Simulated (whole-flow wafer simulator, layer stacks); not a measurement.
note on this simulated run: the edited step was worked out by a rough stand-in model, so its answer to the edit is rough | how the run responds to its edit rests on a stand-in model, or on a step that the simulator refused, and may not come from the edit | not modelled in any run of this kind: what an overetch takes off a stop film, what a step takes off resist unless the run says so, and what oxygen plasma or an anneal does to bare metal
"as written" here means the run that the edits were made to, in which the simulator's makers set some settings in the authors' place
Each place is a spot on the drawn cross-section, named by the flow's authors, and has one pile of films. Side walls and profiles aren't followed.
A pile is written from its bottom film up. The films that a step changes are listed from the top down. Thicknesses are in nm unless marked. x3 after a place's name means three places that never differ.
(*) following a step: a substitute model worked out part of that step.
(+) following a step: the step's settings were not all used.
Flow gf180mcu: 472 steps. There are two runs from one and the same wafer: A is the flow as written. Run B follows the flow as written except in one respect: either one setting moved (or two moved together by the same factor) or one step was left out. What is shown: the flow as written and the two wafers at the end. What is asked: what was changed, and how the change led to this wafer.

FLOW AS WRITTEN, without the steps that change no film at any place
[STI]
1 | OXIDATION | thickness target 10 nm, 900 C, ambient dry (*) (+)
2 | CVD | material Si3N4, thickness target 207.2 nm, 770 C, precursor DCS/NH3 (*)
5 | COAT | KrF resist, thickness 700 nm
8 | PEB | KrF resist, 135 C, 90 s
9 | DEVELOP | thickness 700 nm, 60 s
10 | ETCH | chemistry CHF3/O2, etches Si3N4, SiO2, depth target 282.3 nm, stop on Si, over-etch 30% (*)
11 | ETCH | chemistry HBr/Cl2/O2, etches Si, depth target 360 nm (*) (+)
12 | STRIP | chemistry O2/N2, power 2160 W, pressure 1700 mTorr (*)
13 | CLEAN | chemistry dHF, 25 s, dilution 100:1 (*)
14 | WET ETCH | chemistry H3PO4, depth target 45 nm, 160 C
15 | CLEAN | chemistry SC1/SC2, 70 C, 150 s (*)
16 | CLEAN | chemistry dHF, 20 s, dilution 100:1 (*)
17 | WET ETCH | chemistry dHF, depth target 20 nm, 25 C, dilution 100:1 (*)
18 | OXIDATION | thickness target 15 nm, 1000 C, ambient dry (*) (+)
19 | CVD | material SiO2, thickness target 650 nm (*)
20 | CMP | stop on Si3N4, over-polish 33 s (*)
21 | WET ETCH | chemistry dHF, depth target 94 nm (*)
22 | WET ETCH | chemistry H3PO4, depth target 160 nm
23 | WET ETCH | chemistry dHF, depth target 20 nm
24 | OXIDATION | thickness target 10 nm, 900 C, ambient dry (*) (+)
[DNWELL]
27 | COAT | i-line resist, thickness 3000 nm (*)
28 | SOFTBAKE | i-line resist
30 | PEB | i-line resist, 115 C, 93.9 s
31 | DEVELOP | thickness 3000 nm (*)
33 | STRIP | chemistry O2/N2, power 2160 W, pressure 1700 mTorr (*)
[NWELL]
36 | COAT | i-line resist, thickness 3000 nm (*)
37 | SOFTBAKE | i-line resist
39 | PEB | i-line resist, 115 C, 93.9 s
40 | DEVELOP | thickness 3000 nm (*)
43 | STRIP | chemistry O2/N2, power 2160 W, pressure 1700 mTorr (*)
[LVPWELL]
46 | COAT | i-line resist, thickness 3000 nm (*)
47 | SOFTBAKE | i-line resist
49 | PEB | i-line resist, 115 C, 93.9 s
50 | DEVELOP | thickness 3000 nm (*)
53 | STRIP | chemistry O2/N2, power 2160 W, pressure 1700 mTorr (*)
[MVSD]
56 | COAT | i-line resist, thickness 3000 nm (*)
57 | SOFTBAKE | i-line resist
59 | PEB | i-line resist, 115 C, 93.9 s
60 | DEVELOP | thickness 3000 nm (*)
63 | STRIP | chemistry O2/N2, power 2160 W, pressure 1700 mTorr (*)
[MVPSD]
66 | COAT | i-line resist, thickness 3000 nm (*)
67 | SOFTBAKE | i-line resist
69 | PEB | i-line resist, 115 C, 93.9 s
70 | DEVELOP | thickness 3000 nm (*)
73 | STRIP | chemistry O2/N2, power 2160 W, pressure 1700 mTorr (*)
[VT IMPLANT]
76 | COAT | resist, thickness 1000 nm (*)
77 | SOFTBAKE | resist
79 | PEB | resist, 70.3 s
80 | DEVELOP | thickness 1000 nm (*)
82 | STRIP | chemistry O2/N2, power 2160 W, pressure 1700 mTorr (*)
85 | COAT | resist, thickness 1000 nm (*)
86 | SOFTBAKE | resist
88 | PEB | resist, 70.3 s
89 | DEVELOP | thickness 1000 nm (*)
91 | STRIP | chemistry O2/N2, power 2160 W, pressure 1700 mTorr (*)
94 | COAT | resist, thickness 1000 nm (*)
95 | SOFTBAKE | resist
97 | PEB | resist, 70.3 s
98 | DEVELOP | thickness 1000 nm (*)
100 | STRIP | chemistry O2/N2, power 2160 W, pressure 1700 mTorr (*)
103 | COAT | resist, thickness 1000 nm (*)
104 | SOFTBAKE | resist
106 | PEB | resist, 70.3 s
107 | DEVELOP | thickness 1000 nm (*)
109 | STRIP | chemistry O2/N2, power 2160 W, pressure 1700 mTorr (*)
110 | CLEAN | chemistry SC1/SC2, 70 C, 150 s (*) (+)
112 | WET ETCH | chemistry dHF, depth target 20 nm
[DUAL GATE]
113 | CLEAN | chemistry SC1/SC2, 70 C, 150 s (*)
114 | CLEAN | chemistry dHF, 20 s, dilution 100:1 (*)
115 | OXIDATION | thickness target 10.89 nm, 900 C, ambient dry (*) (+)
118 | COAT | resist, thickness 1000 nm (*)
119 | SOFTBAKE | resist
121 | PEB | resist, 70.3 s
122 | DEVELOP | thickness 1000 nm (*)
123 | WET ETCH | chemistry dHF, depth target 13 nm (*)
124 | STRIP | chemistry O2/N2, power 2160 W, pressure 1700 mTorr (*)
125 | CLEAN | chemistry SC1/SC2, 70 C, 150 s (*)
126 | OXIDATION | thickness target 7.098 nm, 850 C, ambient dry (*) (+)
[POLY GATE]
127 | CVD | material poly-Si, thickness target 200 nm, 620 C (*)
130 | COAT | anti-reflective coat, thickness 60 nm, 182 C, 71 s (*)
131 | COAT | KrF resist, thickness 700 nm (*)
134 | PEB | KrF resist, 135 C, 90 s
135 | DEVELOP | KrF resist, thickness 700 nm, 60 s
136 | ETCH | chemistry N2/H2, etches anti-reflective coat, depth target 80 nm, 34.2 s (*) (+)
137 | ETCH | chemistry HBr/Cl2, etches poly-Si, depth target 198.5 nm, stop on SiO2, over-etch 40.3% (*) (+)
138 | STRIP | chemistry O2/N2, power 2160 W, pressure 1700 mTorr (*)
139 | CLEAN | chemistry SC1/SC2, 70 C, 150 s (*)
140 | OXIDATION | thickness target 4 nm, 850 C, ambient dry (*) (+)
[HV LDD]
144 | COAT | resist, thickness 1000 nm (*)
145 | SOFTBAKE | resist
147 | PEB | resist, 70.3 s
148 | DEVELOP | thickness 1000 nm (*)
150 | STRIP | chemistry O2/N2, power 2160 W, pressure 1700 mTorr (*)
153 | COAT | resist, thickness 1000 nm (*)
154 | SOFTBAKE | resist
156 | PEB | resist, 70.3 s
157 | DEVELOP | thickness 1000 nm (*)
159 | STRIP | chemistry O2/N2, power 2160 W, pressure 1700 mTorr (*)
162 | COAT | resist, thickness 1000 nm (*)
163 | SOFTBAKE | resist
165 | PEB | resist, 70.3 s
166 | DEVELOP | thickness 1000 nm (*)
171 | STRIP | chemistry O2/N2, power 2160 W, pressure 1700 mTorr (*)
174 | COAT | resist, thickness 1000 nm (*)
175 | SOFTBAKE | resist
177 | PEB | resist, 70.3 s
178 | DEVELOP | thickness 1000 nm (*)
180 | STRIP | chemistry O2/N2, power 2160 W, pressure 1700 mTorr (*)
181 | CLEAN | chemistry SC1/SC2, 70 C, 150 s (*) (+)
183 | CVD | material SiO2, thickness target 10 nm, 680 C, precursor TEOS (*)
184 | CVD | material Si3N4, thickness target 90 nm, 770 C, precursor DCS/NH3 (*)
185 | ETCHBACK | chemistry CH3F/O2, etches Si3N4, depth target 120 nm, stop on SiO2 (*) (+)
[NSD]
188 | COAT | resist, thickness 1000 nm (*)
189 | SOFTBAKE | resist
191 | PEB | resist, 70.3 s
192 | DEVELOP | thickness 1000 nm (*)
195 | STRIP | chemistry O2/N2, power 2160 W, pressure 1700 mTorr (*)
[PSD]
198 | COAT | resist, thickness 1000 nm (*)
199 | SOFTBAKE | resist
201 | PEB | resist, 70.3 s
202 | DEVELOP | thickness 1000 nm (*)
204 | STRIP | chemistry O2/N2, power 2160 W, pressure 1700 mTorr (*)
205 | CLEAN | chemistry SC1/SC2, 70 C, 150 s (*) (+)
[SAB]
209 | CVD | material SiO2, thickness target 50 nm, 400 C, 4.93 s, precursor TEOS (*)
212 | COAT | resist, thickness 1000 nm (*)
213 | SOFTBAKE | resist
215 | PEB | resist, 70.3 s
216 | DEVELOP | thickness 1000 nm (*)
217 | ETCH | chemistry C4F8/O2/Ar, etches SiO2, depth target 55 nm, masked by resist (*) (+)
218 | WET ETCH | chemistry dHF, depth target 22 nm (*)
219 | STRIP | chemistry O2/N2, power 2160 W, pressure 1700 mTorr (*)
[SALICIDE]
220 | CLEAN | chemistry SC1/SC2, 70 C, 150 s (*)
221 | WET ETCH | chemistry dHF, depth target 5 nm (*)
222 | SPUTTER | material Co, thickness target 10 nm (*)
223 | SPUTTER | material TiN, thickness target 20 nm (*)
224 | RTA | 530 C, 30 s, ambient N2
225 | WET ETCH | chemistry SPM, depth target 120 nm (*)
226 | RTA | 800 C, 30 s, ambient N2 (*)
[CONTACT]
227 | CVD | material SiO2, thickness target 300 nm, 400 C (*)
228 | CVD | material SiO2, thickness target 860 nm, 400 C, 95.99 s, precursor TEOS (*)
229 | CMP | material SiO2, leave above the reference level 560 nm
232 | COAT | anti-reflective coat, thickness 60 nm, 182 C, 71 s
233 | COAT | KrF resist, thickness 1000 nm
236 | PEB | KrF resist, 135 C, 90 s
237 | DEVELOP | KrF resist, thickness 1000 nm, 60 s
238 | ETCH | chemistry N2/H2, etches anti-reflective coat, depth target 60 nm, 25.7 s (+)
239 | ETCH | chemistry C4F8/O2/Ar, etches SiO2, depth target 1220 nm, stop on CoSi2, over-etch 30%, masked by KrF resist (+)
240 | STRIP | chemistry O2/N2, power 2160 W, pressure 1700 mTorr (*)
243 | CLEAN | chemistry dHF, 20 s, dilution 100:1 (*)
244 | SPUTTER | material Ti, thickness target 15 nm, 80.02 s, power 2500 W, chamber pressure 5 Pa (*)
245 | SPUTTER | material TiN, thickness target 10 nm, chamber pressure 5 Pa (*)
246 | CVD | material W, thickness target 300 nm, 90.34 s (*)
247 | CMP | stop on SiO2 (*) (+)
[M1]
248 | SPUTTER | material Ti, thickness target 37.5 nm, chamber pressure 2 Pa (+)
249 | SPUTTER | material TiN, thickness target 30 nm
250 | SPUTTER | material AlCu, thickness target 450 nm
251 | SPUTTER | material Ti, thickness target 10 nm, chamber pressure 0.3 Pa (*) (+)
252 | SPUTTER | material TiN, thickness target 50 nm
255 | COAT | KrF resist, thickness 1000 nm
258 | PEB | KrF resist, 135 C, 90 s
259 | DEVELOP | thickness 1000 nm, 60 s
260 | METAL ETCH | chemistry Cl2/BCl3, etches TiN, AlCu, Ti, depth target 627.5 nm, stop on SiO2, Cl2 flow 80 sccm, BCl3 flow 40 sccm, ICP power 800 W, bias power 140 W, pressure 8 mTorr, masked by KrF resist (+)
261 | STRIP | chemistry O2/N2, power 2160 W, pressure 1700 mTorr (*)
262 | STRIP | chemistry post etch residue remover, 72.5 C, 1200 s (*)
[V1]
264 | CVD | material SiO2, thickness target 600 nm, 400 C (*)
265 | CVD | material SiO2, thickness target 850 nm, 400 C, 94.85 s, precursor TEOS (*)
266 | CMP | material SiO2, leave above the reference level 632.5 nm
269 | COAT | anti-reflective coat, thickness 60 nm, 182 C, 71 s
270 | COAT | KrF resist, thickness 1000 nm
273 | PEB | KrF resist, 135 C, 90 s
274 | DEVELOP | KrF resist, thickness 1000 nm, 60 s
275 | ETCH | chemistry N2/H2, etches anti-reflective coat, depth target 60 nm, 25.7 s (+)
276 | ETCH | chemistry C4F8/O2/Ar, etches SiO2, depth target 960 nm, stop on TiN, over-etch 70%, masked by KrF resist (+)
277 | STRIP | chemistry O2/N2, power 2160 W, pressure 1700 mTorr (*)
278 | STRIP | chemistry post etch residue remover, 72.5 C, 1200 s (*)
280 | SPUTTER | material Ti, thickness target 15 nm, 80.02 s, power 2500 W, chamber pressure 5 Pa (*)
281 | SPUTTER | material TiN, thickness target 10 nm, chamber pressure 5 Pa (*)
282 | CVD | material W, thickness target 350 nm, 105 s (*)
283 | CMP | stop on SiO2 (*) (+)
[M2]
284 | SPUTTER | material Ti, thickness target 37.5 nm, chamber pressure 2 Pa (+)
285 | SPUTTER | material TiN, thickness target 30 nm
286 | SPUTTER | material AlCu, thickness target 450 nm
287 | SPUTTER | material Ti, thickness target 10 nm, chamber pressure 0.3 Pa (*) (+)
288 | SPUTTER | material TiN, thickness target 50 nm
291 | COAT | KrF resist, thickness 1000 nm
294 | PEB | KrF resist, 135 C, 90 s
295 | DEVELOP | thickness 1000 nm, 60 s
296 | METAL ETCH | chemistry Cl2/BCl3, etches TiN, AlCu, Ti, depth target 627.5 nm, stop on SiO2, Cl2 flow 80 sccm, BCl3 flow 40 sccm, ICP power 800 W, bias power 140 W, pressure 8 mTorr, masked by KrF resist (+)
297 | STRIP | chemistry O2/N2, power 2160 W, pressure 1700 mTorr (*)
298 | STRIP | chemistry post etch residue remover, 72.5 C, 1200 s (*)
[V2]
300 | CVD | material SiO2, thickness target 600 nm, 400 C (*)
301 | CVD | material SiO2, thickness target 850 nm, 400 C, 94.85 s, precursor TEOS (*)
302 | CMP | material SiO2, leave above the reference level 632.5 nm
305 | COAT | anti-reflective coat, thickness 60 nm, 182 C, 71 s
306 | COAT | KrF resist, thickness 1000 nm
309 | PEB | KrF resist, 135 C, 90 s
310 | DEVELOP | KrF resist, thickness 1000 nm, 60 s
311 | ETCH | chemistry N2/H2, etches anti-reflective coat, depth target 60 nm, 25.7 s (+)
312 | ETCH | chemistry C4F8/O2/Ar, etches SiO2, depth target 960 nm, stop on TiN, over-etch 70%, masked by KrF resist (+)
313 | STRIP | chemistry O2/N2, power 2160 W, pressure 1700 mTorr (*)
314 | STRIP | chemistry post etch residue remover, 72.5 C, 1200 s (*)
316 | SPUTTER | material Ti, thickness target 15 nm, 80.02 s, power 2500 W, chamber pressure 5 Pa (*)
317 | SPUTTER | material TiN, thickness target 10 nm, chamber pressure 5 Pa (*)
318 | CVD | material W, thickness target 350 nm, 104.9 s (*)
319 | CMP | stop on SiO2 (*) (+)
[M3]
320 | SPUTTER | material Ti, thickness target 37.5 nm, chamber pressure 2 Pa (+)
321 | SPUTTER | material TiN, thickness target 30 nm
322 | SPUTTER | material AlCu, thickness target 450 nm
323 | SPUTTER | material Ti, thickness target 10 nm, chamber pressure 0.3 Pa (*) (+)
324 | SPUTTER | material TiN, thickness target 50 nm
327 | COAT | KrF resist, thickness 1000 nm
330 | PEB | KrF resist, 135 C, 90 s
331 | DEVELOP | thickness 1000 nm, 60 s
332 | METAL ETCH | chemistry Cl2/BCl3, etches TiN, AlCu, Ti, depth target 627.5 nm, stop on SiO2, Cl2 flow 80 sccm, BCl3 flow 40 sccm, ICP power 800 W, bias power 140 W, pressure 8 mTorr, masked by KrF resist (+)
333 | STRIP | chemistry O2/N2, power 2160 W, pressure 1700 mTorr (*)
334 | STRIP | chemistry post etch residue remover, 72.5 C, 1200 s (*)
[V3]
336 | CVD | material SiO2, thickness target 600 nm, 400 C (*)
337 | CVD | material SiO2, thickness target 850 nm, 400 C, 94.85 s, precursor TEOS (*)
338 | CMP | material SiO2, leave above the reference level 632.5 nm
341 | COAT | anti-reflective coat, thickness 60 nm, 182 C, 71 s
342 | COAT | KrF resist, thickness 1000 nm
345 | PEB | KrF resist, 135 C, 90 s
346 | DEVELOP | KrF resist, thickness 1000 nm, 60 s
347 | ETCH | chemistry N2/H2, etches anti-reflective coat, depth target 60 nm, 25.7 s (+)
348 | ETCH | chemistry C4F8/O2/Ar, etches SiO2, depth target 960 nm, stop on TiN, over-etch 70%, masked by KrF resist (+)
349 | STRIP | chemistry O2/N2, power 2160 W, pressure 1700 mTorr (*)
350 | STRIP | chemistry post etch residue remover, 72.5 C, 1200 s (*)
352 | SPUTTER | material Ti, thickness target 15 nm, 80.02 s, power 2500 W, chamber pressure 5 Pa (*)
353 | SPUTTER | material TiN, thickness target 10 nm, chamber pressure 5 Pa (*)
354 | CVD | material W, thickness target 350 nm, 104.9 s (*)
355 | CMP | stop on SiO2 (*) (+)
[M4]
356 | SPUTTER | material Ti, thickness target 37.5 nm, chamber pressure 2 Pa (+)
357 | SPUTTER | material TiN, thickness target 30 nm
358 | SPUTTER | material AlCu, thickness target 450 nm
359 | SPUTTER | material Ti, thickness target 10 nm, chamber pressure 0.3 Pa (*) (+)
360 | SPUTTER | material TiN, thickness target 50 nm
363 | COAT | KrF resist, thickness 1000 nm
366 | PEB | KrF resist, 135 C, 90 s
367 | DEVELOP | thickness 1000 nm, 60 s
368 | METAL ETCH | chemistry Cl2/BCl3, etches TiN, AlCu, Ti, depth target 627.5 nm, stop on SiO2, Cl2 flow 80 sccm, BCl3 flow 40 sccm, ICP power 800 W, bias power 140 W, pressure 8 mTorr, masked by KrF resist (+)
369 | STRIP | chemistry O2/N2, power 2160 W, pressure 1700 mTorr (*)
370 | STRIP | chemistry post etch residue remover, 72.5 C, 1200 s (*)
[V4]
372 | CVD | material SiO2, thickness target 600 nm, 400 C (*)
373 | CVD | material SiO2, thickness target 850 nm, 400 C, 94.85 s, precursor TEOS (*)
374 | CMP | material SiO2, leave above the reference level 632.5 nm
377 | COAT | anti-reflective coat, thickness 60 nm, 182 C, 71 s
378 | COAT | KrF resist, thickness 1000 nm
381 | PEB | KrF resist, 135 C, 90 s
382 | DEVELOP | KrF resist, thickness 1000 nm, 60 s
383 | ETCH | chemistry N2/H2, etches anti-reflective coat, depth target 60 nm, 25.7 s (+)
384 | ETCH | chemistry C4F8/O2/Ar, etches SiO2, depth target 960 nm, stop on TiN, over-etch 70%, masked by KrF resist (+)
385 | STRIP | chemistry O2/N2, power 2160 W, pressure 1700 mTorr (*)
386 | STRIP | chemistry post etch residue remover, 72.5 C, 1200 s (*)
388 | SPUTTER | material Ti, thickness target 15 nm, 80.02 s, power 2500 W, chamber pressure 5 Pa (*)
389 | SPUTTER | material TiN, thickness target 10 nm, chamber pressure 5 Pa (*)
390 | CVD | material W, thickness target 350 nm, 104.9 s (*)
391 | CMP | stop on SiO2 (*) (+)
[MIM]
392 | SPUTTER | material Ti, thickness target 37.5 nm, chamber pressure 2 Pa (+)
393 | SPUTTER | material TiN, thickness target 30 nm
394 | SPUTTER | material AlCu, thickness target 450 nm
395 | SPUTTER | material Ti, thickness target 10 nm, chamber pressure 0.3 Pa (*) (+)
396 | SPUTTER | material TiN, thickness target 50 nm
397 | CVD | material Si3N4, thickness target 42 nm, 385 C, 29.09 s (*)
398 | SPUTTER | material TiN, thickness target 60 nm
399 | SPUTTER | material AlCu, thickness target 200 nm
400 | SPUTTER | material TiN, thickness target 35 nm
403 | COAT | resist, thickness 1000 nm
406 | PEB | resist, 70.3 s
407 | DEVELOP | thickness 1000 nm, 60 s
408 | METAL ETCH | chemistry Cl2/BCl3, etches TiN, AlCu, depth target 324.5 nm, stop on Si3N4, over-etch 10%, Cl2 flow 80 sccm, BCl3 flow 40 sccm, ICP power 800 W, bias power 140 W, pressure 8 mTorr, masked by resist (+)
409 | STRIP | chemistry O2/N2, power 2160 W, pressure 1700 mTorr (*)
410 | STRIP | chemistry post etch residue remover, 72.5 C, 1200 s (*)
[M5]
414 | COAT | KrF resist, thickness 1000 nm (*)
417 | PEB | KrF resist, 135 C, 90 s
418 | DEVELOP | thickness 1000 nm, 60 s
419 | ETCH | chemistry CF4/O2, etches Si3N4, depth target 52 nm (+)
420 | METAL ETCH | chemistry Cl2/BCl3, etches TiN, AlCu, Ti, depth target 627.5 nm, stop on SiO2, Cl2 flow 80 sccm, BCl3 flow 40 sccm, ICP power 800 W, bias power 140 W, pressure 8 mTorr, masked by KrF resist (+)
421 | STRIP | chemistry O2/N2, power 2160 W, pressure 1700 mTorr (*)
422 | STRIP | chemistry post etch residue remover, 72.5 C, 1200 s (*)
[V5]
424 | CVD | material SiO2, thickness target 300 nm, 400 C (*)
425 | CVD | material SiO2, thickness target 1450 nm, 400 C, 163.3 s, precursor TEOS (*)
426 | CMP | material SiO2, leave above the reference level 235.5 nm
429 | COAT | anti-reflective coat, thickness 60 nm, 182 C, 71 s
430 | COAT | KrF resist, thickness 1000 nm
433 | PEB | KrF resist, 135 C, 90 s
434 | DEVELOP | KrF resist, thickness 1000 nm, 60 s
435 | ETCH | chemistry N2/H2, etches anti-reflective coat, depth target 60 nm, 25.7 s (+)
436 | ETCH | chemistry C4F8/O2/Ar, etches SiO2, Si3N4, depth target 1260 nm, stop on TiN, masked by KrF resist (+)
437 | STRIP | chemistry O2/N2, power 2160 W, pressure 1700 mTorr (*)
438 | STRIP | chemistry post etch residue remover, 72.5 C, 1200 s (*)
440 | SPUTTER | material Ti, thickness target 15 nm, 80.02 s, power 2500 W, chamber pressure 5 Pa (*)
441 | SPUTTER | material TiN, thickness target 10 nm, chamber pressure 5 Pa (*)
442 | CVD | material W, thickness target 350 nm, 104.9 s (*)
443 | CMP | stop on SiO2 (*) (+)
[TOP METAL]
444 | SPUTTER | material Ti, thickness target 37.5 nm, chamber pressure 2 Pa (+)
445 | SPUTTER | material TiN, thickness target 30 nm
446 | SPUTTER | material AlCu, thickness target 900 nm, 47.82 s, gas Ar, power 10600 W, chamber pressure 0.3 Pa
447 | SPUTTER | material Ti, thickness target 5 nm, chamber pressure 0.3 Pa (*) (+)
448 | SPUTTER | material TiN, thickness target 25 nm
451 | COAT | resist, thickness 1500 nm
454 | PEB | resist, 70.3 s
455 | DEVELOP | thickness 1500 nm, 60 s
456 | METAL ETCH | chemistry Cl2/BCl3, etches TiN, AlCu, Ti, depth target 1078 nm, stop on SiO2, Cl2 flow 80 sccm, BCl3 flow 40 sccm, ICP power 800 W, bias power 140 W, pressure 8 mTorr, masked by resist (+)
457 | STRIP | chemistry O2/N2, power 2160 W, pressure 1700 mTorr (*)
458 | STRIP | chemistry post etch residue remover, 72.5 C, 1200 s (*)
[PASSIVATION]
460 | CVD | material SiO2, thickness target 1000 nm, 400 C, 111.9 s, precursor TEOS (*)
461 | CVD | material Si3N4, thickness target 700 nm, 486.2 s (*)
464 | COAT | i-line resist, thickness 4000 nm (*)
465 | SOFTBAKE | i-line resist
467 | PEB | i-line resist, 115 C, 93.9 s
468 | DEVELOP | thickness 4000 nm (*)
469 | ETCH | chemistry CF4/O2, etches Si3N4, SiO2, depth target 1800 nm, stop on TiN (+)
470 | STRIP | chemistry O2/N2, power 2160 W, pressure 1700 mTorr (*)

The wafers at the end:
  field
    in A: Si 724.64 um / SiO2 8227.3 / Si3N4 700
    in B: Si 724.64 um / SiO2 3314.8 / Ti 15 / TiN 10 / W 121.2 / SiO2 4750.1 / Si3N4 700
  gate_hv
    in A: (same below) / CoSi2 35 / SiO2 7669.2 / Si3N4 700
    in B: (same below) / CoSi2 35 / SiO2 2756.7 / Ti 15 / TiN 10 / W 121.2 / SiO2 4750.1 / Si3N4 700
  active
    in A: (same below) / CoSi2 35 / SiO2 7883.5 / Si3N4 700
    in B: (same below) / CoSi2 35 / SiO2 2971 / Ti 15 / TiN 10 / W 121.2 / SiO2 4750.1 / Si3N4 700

What caused this: step 301, CVD: thickness target 361 nm was run, while the flow as written has thickness target 850 nm; step 301, CVD: 40.31 s was run, where the flow has 94.85 s.

The path from the change to this, step by step:
  301 | CVD | material SiO2, thickness target 850 nm, 400 C, 94.85 s, precursor TEOS (*)
      field, field__w1, field__w2 and 108 more: A SiO2 gains 850 | B SiO2 gains 371.5
  302 | CMP | material SiO2, leave above the reference level 632.5 nm
      field, field__w1, field__w2 and 103 more: A SiO2 loses 300 | B nothing
      field__w8, contact, m1, m1__w1, m1_nw: A SiO2 loses 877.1 | B SiO2 loses 398.6
  305 | COAT | anti-reflective coat, thickness 60 nm, 182 C, 71 s
      nw_enc_fld_lv__w3, m1_nw: A anti-reflective coat gains 60 (new film) | B anti-reflective coat gains 38.9 (new film)
      field: A anti-reflective coat gains 60 (new film) | B anti-reflective coat gains 140.5 (new film)
      (as well as at 19 more places)
  306 | COAT | KrF resist, thickness 1000 nm
      field: A KrF resist gains 1000 (new film) | B KrF resist gains 966 (new film)
      field__w1: A KrF resist gains 1000 (new film) | B KrF resist gains 972.2 (new film)
      (as well as at 14 more places)
  309 | PEB | KrF resist, 135 C, 90 s
      contact, m1_nw: A KrF resist loses 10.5 | B KrF resist loses 9
      polyc_n, polyc_n_rim: A KrF resist loses 10.5 | B KrF resist loses 12.3
      (as well as at 6 more places)
  310 | DEVELOP | KrF resist, thickness 1000 nm, 60 s
      contact: A KrF resist loses 989.5 (all of it) | B KrF resist loses 893.1 (all of it)
  311 | ETCH | chemistry N2/H2, etches anti-reflective coat, depth target 60 nm, 25.7 s (+)
      contact: A anti-reflective coat loses 60 (all of it), SiO2 loses 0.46 | B anti-reflective coat loses 19.5 (all of it), SiO2 loses 1.5
  313 | STRIP | chemistry O2/N2, power 2160 W, pressure 1700 mTorr (*)
      field: A KrF resist loses 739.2 (all of it), anti-reflective coat loses 60 (all of it) | B KrF resist loses 705.5 (all of it), anti-reflective coat loses 140.5 (all of it)
      field__w1: A KrF resist loses 739.2 (all of it), anti-reflective coat loses 60 (all of it) | B KrF resist loses 711.7 (all of it), anti-reflective coat loses 90.5 (all of it)
      (as well as at 20 more places)
  316 | SPUTTER | material Ti, thickness target 15 nm, 80.02 s, power 2500 W, chamber pressure 5 Pa (*)
      contact: A Ti gains 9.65 (new film) | B Ti gains 10.7 (new film)
  317 | SPUTTER | material TiN, thickness target 10 nm, chamber pressure 5 Pa (*)
      contact: A TiN gains 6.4 (new film) | B TiN gains 7.13 (new film)
  318 | CVD | material W, thickness target 350 nm, 104.9 s (*)
      contact: A W gains 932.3 (new film) | B W gains 752 (new film)
  319 | CMP | stop on SiO2 (*) (+)
      field, field__w1, field__w2 and 103 more: A W loses 350 (all of it), TiN loses 10 (all of it), Ti loses 15 (all of it), SiO2 loses 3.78 | B W loses 216.5
      field__w8, m1, m1__w1, m1_nw: A W loses 350 (all of it), TiN loses 10 (all of it), Ti loses 15 (all of it), SiO2 loses 3.78 | B W loses 350 (all of it), TiN loses 10 (all of it), Ti loses 15 (all of it), SiO2 loses 20
      (as well as at 1 more place)
  332 | METAL ETCH | chemistry Cl2/BCl3, etches TiN, AlCu, Ti, depth target 627.5 nm, stop on SiO2, Cl2 flow 80 sccm, BCl3 flow 40 sccm, ICP power 800 W, bias power 140 W, pressure 8 mTorr, masked by KrF resist (+)
      field, field__w1, field__w2 and 103 more: A TiN loses 50 (all of it), Ti loses 10 (all of it), AlCu loses 450 (all of it), TiN loses 30 (all of it), Ti loses 37.5 (all of it) | B TiN loses 50 (all of it), Ti loses 10 (all of it), AlCu loses 450 (all of it), TiN loses 30 (all of it), Ti loses 37.5 (all of it), W loses 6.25
  334 | STRIP | chemistry post etch residue remover, 72.5 C, 1200 s (*)
      field, field__w1, field__w2 and 103 more: A nothing | B W loses 6.01
  336 | CVD | material SiO2, thickness target 600 nm, 400 C (*)
      field, field__w1, field__w2 and 103 more: A SiO2 gains 600 | B SiO2 gains 600 (new film)
  338 | CMP | material SiO2, leave above the reference level 632.5 nm
      field, field__w1, field__w2 and 103 more: A SiO2 loses 300 | B SiO2 loses 287.7
Taking metal films that touch as one body, field has 1 body; the flow as written gives 0 bodies.
Taking metal films that touch as one body, gate_hv has 2 bodies (between them, from the top down: SiO2 2756.7); the flow as written gives 1 body.
Taking metal films that touch as one body, active has 2 bodies (between them, from the top down: SiO2 2971); the flow as written gives 1 body.
